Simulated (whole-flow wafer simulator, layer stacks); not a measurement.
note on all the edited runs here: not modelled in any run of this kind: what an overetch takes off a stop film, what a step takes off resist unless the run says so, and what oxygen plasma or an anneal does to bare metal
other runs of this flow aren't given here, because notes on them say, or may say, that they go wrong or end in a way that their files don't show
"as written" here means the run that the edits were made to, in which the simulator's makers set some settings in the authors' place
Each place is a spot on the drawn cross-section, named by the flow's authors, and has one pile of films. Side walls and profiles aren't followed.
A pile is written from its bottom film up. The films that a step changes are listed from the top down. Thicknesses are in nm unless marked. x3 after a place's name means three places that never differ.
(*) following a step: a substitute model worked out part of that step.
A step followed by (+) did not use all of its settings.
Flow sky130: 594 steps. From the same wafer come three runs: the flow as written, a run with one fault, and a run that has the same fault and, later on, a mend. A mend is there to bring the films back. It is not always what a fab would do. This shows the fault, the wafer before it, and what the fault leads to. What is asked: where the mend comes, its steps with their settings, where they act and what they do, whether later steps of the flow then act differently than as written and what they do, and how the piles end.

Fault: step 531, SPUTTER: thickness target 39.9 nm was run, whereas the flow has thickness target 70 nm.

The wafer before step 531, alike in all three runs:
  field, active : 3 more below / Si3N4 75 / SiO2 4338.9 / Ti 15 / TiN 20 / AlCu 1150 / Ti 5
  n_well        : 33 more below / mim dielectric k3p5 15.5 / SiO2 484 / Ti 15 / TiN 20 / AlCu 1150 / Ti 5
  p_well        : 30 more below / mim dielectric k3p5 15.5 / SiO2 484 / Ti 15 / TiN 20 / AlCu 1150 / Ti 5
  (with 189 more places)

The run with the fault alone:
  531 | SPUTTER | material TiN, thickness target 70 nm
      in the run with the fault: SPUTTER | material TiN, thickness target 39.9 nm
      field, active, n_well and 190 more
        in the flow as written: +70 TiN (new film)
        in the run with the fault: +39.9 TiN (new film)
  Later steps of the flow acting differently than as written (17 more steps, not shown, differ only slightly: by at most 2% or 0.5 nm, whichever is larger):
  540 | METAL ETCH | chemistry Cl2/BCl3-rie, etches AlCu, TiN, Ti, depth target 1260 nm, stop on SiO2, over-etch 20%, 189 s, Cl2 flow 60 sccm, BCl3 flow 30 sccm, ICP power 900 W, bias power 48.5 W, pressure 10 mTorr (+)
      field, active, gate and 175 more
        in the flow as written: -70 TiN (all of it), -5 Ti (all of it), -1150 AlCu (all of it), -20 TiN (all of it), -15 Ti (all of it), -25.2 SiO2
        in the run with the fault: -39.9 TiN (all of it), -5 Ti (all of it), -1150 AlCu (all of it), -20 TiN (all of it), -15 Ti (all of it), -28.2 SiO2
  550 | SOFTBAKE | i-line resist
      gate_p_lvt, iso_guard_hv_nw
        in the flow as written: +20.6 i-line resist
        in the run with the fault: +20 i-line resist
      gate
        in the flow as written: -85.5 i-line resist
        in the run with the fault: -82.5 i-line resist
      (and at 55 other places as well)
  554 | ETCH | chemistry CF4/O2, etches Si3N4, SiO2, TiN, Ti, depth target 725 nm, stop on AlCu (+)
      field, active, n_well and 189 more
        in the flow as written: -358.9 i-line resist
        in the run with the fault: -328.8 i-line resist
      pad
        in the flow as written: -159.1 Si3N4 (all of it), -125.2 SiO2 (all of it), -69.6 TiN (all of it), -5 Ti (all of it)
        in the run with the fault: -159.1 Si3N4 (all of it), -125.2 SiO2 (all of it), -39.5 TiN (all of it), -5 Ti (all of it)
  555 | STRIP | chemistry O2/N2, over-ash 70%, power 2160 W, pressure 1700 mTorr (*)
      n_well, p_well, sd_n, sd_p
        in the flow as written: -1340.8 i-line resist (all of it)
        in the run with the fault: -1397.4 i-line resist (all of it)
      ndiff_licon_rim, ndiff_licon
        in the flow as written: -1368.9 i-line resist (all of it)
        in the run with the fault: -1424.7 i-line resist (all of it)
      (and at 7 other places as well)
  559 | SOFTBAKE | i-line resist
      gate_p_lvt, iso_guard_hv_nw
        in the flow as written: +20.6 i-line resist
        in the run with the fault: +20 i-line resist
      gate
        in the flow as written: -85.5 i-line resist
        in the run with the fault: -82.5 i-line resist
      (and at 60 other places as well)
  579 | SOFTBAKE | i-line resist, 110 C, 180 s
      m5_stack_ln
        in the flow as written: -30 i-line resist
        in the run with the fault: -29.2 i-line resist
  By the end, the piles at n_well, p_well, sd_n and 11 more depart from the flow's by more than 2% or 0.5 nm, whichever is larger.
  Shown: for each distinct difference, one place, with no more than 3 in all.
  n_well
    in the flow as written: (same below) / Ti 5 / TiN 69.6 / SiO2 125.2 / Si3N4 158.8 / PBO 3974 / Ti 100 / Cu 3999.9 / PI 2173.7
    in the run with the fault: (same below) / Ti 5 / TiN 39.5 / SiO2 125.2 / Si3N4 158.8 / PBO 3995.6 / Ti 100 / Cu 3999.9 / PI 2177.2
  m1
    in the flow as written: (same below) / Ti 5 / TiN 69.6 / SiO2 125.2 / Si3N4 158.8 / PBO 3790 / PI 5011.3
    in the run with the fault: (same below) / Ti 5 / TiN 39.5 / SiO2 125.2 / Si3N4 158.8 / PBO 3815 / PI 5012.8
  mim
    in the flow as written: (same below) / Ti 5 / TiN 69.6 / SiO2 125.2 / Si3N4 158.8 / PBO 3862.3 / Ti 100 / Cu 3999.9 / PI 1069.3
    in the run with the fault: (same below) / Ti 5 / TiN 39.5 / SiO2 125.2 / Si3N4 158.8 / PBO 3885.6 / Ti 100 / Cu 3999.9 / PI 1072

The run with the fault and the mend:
  The mend follows step 531.
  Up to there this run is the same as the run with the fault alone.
  531a | SPUTTER | material TiN, thickness target 30.1 nm (the flow's step 531, run once more with other settings)
      field, active, n_well and 190 more
        +30.1 TiN
  Every later step of the flow that is run acts as written at every place that is followed.
  At every place that both follow, the piles at the end match the flow's.
